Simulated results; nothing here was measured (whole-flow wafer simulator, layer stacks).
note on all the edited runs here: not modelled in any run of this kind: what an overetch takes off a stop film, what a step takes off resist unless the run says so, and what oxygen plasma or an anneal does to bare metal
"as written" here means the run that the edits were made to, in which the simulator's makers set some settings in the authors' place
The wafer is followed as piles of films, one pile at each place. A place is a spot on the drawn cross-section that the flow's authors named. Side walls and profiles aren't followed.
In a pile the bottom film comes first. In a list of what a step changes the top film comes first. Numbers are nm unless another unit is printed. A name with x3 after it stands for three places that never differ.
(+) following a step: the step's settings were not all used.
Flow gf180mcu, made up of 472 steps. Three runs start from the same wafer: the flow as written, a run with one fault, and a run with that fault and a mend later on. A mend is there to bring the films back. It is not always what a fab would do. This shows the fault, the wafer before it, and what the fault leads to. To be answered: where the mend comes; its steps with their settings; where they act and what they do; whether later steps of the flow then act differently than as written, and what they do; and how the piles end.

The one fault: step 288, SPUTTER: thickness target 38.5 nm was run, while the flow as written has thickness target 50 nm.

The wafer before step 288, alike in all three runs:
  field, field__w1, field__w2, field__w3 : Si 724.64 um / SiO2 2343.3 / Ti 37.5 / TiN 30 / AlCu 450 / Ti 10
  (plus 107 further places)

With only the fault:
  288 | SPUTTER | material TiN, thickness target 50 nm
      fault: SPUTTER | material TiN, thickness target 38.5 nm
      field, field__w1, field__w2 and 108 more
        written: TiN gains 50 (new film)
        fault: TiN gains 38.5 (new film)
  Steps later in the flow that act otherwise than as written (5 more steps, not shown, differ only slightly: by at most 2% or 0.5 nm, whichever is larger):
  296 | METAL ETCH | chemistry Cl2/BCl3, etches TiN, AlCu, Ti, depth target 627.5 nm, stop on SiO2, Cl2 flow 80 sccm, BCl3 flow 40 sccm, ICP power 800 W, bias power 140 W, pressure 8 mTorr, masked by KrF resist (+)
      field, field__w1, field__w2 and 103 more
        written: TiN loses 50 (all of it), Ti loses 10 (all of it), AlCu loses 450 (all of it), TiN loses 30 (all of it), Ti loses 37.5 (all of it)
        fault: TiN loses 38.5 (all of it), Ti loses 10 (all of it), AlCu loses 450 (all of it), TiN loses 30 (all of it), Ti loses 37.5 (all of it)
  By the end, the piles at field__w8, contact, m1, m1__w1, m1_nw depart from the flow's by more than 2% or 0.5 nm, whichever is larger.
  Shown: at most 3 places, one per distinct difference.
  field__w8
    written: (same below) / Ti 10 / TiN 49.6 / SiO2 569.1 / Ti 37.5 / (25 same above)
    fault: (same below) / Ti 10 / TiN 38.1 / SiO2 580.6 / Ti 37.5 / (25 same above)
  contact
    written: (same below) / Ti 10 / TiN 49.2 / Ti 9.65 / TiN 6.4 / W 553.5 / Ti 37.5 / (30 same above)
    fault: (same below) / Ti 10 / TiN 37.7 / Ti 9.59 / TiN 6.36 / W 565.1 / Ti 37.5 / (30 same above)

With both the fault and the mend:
  The mend follows step 288.
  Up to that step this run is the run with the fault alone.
  288a | SPUTTER | material TiN, thickness target 11.5 nm (the flow's step 288, run once more with other settings)
      field, field__w1, field__w2 and 108 more
        TiN gains 11.5
  None of the later steps of the flow acts differently than as written at any place that is followed.
  By the end, the piles equal the flow's at every place that both follow.
